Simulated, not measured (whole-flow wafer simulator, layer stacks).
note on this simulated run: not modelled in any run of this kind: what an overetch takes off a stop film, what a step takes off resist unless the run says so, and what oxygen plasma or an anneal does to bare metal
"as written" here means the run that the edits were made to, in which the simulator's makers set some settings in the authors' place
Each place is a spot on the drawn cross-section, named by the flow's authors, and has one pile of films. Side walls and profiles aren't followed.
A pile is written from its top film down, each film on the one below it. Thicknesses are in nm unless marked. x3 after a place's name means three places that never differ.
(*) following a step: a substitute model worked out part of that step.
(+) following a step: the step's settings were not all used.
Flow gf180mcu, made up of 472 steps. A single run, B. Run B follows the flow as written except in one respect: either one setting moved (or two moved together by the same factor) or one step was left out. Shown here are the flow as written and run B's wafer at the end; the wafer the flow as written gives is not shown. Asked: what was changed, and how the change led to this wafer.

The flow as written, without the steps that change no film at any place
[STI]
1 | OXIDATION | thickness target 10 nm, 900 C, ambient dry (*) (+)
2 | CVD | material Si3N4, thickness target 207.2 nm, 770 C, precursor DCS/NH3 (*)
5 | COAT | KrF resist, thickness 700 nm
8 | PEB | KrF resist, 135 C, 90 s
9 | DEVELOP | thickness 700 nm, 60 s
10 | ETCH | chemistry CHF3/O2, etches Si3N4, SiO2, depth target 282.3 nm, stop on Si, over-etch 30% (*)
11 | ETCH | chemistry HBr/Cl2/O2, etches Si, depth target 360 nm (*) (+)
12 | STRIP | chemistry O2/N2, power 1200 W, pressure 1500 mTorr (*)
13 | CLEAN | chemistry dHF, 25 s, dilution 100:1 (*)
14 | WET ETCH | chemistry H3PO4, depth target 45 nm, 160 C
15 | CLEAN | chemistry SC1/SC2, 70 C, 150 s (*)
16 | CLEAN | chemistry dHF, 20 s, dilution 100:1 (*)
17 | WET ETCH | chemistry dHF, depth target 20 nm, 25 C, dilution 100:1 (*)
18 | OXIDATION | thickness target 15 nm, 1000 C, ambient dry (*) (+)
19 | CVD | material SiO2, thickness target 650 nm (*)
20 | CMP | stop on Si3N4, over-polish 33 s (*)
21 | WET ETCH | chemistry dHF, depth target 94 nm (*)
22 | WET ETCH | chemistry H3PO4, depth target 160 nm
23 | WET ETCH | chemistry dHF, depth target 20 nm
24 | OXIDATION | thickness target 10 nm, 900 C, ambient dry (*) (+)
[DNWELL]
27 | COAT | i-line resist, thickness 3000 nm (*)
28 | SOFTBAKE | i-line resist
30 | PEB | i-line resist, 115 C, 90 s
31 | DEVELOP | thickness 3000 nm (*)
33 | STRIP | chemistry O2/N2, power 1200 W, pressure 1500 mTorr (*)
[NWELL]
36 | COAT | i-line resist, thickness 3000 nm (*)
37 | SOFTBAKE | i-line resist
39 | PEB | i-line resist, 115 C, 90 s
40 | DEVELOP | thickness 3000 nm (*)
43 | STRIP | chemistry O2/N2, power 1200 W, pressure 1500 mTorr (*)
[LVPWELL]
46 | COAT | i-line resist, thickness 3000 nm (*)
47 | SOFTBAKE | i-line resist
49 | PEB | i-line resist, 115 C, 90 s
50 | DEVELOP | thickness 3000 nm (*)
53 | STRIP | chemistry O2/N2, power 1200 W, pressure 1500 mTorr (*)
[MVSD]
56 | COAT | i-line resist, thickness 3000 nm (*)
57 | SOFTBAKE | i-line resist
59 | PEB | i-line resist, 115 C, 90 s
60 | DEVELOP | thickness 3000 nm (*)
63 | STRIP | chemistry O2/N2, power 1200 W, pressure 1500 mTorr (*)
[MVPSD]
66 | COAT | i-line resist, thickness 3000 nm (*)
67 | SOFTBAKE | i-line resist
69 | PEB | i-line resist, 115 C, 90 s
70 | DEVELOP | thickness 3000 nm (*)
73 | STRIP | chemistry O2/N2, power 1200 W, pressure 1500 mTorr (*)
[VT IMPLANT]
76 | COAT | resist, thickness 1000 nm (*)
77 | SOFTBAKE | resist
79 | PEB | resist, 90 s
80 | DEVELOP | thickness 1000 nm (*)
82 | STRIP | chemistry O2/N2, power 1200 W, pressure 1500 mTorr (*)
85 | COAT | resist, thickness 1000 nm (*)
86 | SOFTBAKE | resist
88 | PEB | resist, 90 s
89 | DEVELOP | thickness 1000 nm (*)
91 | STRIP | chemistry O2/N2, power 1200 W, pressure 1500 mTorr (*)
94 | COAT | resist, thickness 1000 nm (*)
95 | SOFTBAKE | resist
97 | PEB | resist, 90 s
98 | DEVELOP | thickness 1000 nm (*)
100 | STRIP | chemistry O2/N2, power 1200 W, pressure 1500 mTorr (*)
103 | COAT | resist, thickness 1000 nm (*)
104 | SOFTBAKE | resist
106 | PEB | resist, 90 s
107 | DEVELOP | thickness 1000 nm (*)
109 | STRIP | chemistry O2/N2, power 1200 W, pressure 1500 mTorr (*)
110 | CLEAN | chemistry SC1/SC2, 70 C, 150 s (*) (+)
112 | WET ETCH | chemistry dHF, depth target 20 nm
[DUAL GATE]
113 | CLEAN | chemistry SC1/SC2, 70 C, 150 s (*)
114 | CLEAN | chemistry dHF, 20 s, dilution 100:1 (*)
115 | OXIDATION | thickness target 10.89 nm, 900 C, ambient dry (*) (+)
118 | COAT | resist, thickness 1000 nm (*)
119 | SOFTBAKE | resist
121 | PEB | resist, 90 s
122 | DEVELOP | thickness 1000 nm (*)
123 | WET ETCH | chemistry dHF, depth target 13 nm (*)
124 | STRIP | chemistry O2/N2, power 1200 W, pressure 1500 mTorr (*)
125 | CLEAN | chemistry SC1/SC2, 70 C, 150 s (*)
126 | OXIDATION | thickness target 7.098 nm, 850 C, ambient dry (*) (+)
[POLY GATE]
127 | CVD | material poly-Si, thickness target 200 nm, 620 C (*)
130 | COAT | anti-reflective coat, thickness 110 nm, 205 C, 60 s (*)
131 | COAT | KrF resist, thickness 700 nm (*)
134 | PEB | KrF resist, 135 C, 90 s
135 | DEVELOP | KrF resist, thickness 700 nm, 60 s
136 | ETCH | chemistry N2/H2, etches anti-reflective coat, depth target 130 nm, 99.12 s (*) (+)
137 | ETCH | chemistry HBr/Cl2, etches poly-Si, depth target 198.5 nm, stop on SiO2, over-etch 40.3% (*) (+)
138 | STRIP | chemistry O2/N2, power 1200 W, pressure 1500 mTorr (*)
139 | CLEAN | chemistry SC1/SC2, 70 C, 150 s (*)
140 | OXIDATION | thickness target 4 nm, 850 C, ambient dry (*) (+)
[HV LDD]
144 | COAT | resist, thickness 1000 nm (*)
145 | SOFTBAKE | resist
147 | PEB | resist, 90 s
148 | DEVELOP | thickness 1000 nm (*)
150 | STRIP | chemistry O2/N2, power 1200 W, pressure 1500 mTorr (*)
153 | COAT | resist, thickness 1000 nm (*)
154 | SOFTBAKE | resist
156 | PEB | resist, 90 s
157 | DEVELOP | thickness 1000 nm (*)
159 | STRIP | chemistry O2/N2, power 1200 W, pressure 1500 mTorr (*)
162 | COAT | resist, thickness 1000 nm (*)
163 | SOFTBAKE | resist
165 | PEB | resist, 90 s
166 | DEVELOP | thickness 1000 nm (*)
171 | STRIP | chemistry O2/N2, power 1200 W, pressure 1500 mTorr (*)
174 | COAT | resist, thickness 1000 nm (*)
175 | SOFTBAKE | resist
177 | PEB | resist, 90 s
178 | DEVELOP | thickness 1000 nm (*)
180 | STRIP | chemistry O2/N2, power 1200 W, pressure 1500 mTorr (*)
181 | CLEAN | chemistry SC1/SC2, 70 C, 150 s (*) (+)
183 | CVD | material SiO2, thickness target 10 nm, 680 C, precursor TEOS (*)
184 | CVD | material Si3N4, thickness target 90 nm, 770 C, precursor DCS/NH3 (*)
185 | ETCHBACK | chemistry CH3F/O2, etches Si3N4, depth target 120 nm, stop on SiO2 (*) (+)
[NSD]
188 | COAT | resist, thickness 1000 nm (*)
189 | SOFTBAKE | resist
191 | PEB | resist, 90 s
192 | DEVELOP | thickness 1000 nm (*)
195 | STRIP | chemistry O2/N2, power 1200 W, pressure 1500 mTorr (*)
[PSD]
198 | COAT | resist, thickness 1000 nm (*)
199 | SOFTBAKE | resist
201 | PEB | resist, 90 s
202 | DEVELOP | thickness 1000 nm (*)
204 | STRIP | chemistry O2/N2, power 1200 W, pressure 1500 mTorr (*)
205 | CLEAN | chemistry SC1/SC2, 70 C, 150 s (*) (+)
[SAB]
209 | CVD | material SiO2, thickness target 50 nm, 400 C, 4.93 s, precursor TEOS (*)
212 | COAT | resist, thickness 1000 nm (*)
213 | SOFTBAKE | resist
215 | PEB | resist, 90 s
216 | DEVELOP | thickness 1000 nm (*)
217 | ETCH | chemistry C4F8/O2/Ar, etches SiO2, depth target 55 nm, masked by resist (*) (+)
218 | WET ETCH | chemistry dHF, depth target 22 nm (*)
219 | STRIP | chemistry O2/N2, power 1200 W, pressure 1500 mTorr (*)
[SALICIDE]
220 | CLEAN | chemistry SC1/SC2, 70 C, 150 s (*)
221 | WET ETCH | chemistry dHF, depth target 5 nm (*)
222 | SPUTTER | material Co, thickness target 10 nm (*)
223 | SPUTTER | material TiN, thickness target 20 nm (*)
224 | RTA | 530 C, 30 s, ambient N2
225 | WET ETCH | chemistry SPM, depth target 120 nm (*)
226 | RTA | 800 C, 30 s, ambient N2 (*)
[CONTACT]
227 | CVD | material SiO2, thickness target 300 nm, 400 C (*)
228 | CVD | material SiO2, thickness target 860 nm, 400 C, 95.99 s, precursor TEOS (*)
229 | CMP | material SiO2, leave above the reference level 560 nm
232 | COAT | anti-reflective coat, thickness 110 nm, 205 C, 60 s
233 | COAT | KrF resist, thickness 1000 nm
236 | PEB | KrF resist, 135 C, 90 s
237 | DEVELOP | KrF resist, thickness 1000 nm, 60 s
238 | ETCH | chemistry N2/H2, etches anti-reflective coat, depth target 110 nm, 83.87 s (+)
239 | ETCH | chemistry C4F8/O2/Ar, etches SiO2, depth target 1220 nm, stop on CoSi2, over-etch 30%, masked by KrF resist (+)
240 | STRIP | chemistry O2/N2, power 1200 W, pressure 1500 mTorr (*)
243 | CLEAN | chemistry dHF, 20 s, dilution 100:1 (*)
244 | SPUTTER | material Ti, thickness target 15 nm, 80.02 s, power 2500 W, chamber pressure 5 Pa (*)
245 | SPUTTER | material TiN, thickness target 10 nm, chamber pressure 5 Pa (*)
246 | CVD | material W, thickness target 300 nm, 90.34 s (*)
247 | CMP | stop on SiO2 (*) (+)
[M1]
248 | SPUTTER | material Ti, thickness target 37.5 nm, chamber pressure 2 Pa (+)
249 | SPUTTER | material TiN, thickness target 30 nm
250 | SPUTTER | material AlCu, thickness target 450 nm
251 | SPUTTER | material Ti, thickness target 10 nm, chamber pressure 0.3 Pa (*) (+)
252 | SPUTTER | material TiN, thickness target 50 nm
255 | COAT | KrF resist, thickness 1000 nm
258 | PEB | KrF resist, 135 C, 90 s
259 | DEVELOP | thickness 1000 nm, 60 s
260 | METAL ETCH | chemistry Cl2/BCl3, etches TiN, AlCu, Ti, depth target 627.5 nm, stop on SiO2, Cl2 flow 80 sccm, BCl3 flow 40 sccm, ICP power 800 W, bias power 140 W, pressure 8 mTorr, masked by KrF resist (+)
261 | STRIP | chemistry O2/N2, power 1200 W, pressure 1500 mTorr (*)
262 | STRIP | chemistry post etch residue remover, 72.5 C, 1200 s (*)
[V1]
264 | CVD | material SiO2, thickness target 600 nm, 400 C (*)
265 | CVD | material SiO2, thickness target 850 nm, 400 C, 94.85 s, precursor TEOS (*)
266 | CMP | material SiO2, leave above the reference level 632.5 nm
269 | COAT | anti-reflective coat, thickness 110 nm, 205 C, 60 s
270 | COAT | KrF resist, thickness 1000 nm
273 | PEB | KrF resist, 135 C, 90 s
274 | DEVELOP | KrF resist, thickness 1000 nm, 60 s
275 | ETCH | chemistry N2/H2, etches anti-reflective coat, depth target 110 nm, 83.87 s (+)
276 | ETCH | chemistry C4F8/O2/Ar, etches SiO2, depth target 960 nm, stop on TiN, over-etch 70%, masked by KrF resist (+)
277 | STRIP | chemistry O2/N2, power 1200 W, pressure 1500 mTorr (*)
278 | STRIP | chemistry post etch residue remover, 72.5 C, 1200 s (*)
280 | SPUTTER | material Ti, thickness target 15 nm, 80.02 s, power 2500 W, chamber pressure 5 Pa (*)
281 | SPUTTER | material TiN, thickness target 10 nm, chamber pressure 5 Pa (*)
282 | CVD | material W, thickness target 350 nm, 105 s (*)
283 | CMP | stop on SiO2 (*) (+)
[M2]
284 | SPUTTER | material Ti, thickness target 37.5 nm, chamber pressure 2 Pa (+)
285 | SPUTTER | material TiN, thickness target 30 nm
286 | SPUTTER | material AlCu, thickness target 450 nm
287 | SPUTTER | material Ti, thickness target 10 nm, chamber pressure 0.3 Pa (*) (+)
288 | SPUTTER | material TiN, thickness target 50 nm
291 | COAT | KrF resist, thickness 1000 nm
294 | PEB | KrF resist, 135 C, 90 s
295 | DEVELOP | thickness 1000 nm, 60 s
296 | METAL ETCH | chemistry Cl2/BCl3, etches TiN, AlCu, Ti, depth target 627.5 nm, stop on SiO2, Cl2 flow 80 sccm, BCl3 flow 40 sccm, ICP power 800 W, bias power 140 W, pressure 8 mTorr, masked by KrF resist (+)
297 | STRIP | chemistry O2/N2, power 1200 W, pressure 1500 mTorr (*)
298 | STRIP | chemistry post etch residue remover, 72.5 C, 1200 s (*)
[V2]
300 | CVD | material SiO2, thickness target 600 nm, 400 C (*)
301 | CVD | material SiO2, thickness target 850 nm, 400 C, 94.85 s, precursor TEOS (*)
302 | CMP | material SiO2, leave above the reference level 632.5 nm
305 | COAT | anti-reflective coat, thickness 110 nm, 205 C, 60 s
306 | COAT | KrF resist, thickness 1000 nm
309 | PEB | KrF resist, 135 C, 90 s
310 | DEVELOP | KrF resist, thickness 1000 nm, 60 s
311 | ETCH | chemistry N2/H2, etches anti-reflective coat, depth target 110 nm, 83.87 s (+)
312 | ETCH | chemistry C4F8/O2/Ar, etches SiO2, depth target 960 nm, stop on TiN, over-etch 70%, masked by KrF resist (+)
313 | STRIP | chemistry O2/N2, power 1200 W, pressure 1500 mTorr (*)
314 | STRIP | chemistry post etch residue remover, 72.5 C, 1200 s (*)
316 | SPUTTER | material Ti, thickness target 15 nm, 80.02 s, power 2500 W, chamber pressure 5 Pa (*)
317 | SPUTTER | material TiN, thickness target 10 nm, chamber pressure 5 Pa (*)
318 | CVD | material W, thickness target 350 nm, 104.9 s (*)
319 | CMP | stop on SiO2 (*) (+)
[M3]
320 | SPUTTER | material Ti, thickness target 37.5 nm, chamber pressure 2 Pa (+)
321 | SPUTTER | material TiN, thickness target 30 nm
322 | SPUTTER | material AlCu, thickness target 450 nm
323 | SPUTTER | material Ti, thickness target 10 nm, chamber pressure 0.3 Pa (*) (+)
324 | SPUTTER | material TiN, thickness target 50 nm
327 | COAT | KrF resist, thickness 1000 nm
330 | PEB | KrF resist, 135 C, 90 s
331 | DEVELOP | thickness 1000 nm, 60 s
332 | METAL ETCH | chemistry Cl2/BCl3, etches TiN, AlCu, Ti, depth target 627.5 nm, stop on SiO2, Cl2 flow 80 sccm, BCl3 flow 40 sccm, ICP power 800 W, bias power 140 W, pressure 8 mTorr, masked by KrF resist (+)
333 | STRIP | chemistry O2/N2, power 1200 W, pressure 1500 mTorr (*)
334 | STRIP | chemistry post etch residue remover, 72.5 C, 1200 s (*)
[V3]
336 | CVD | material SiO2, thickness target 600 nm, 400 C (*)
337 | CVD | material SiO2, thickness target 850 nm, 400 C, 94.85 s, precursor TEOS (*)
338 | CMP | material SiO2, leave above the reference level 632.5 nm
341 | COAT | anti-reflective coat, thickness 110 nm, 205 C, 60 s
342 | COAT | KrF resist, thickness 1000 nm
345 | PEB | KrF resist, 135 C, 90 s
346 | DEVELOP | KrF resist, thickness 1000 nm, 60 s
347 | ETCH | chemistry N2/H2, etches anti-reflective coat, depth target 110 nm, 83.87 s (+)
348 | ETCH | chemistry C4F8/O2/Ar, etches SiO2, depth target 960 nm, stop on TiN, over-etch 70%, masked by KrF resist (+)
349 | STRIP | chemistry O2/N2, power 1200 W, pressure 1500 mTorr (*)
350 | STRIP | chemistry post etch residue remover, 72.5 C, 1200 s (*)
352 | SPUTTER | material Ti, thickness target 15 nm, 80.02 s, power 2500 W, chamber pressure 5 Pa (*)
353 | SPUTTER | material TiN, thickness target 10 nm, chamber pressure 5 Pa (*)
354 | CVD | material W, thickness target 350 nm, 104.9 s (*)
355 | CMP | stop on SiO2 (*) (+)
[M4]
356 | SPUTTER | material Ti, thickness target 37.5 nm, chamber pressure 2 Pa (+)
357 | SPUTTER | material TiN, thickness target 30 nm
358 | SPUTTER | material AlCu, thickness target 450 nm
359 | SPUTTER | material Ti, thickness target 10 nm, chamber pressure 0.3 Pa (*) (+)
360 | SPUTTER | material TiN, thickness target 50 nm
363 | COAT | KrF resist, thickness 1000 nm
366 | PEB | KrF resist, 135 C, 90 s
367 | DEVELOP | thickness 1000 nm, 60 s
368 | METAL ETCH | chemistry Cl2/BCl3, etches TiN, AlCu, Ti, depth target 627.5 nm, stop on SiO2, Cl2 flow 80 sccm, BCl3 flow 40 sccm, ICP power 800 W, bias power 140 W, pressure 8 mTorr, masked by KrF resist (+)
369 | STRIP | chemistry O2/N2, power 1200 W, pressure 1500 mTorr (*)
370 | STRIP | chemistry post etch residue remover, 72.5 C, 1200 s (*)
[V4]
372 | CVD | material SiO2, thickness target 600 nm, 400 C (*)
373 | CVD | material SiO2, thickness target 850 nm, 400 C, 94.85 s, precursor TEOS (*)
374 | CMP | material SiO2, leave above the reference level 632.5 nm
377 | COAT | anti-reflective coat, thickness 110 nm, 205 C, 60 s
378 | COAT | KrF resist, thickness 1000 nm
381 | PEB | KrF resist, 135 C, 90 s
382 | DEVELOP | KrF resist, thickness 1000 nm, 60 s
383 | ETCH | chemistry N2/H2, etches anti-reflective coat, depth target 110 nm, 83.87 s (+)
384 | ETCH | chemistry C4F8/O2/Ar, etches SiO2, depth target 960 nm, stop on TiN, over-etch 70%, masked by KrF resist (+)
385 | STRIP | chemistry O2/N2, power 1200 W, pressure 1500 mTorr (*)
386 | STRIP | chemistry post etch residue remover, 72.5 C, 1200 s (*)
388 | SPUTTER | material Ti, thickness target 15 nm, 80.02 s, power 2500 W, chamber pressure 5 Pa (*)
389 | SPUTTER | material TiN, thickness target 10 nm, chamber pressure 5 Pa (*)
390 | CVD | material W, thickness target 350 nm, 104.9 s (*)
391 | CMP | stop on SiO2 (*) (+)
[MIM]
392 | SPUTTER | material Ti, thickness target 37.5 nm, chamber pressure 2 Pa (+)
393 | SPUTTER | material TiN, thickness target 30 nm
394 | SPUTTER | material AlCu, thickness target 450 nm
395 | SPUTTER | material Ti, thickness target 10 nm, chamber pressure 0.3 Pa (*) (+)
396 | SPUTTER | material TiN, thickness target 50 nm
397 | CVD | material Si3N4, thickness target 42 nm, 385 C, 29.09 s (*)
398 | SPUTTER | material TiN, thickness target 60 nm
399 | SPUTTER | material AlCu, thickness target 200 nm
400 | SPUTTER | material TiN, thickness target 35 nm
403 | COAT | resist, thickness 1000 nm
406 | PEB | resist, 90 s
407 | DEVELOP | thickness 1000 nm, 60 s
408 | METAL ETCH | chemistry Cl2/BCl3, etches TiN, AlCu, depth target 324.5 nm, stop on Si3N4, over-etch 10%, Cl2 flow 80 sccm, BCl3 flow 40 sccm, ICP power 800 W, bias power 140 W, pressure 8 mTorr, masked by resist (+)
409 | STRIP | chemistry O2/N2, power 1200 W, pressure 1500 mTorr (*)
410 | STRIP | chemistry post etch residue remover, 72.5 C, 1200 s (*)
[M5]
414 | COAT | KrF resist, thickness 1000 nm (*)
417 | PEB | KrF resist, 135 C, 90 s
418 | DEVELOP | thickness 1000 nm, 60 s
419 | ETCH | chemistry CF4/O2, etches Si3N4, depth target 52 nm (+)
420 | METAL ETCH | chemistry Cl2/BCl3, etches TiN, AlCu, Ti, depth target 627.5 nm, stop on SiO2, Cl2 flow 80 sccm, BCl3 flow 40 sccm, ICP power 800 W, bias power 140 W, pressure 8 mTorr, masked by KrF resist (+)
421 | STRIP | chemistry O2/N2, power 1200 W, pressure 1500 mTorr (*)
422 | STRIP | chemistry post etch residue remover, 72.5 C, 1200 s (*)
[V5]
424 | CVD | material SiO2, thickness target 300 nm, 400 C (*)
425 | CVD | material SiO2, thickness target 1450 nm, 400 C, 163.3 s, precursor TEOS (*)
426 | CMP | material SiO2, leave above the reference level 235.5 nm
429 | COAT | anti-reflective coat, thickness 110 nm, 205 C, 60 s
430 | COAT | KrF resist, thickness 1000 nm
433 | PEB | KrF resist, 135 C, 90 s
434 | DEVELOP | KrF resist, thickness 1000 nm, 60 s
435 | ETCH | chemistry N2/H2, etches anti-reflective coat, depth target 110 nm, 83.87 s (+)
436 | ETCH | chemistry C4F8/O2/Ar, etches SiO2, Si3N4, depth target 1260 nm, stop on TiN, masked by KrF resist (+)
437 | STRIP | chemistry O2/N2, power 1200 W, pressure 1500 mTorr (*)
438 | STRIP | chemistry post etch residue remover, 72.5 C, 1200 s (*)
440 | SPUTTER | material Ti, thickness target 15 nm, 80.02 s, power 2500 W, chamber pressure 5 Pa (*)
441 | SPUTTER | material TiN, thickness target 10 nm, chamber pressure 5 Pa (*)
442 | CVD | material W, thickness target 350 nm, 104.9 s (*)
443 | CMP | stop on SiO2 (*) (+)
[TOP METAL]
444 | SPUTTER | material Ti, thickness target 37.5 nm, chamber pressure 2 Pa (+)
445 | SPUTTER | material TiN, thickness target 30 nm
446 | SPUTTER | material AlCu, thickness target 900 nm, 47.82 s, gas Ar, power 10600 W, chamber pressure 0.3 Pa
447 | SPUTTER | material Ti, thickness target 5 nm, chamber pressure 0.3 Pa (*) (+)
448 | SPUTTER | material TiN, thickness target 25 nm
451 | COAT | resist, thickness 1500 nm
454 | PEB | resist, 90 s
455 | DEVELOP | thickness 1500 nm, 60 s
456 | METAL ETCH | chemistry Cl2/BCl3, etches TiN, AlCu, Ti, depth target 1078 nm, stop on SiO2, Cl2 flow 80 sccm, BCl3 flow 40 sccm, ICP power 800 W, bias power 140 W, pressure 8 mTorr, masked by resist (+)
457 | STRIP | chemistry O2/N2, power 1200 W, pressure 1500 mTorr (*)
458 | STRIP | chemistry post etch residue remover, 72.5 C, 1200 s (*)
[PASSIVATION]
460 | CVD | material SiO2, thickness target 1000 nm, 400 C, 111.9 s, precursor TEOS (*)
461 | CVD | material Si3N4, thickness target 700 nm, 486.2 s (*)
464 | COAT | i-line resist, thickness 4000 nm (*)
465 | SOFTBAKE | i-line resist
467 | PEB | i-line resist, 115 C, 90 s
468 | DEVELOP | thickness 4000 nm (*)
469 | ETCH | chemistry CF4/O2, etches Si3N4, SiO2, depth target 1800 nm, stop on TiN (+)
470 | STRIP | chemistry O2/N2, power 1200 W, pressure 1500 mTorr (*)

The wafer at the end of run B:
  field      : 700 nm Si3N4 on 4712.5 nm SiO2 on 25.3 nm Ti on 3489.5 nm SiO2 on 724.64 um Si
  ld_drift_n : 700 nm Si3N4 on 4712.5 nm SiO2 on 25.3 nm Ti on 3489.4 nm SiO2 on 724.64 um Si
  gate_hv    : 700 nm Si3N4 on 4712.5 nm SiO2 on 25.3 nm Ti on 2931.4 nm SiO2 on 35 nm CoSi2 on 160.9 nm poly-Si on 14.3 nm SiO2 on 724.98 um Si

The reason: step 332, METAL ETCH: depth target 552.2 nm was run, though the flow has depth target 627.5 nm.

The path from the change to this, step by step:
  332 | METAL ETCH | chemistry Cl2/BCl3, etches TiN, AlCu, Ti, depth target 627.5 nm, stop on SiO2, Cl2 flow 80 sccm, BCl3 flow 40 sccm, ICP power 800 W, bias power 140 W, pressure 8 mTorr, masked by KrF resist (+)
      field, field__w1, field__w2 and 103 more: -50 TiN (all of it), -10 Ti (all of it), -450 AlCu (all of it), -30 TiN (all of it), -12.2 Ti (it would be, as written: -50 TiN (all of it), -10 Ti (all of it), -450 AlCu (all of it), -30 TiN (all of it), -37.5 Ti (all of it))
      field__w8, contact, m1, m1__w1, m1_nw: -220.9 KrF resist (it would be, as written: -251 KrF resist)
  333 | STRIP | chemistry O2/N2, power 1200 W, pressure 1500 mTorr (*)
      field__w8, contact, m1, m1__w1, m1_nw: -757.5 KrF resist (all of it) (it would be, as written: -727.4 KrF resist (all of it))
  336 | CVD | material SiO2, thickness target 600 nm, 400 C (*)
      field, field__w1, field__w2 and 103 more: +600 SiO2 (new film) (it would be, as written: +600 SiO2)
  338 | CMP | material SiO2, leave above the reference level 632.5 nm
      field, field__w1, field__w2 and 103 more: -325.3 SiO2 (it would be, as written: -300 SiO2)
If metal films that touch count as one body, field has 1 body; the flow as written gives 0 bodies.
If metal films that touch count as one body, ld_drift_n has 1 body; the flow as written gives 0 bodies.
If metal films that touch count as one body, gate_hv has 2 bodies (between them, from the top down: SiO2 2931.4); the flow as written gives 1 body.
